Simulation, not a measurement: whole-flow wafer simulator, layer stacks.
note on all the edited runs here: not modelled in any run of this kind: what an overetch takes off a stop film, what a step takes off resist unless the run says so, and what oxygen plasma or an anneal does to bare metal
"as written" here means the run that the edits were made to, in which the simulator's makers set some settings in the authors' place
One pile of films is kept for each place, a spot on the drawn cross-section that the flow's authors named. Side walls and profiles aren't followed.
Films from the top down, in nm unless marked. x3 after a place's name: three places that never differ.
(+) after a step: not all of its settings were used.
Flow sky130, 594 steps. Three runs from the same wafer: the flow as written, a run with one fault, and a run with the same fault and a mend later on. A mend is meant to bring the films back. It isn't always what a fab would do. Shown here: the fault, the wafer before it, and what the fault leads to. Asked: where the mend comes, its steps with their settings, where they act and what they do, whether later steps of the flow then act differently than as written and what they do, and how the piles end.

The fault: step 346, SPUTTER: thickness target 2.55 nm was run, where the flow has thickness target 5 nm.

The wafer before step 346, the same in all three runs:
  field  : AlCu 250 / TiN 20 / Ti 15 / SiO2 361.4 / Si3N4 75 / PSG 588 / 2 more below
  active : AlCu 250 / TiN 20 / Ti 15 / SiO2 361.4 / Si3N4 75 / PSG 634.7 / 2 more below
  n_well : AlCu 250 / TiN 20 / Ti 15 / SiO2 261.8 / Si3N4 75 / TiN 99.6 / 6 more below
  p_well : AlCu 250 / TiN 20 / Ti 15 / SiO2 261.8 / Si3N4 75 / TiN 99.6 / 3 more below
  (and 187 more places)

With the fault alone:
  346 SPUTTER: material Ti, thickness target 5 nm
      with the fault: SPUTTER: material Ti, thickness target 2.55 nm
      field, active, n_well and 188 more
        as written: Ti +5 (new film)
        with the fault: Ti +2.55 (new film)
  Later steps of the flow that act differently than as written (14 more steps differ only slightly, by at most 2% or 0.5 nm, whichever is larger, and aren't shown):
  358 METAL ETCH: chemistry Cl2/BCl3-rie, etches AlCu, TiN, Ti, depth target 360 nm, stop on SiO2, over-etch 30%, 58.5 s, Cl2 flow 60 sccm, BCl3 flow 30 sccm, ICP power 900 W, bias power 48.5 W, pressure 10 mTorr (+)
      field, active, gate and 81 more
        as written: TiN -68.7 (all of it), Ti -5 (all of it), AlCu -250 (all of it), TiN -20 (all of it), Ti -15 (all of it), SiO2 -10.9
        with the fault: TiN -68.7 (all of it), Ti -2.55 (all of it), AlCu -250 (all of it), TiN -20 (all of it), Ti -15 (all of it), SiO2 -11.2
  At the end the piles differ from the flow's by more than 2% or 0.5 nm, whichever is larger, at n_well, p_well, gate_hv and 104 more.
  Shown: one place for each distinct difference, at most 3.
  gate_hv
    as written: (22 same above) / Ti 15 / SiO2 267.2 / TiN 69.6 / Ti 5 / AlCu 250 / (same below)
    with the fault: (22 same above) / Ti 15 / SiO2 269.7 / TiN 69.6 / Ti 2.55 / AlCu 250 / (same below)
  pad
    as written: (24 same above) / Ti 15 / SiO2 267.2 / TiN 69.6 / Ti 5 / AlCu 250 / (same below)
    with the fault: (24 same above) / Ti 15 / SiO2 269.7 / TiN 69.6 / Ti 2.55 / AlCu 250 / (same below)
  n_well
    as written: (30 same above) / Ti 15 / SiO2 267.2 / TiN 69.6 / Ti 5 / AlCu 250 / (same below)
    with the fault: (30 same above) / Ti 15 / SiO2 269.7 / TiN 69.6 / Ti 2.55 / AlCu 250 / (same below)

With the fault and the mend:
  The mend comes after step 346.
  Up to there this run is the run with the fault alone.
  346a SPUTTER: material Ti, thickness target 2.45 nm (the flow's step 346 once more, with other settings)
      field, active, n_well and 188 more
        Ti +2.45
  No later step of the flow acts differently than as written at any place that is followed.
  At the end the piles are the same as the flow's at every place that both follow.
